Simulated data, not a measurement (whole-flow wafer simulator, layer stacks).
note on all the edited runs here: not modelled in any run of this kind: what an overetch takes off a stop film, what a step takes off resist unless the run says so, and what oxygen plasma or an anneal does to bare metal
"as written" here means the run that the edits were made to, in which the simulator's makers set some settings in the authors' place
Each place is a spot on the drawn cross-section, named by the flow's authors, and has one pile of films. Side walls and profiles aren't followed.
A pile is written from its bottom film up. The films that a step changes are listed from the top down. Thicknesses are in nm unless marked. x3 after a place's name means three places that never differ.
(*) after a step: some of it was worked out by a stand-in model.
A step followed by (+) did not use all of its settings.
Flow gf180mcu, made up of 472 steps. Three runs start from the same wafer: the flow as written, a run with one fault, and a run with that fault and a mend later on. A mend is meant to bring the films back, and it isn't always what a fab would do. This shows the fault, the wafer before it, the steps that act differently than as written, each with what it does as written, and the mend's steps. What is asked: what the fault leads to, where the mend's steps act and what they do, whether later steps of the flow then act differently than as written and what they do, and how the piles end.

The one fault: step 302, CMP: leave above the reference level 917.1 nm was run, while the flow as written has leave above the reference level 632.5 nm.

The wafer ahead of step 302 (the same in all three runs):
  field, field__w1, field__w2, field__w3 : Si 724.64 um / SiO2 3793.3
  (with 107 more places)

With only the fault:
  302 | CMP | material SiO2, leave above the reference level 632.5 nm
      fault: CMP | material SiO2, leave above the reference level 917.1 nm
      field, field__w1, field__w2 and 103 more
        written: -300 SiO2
        fault: -15.4 SiO2
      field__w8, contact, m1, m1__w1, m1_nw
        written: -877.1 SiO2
        fault: -592.5 SiO2
  Steps later in the flow that act otherwise than as written:
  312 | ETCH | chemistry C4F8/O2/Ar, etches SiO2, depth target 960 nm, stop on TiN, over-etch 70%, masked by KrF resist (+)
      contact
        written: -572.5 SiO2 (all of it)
        fault: -857.1 SiO2 (all of it)
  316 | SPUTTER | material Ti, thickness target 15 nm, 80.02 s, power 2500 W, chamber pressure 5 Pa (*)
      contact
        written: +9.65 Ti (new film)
        fault: +8.19 Ti (new film)
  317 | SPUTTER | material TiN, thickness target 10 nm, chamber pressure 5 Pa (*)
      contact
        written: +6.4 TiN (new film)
        fault: +5.42 TiN (new film)
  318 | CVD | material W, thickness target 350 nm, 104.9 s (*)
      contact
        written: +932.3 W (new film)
        fault: +1219.3 W (new film)
  The piles end different from the flow's at field, field__w1, field__w2 and 109 more by more than 2% or 0.5 nm, whichever is larger.
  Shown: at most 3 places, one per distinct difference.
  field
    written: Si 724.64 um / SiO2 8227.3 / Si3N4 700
    fault: Si 724.64 um / SiO2 8511.9 / Si3N4 700
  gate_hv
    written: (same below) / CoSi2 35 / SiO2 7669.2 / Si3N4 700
    fault: (same below) / CoSi2 35 / SiO2 7953.8 / Si3N4 700
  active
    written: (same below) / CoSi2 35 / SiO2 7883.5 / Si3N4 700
    fault: (same below) / CoSi2 35 / SiO2 8168.1 / Si3N4 700

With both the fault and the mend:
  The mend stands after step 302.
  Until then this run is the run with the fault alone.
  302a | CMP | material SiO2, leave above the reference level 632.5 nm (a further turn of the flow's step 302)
      field, field__w1, field__w2 and 108 more
        -284.6 SiO2
  Later steps of the flow that are run all act as written at every place that is followed.
  At every place that both follow, the piles at the end match the flow's.
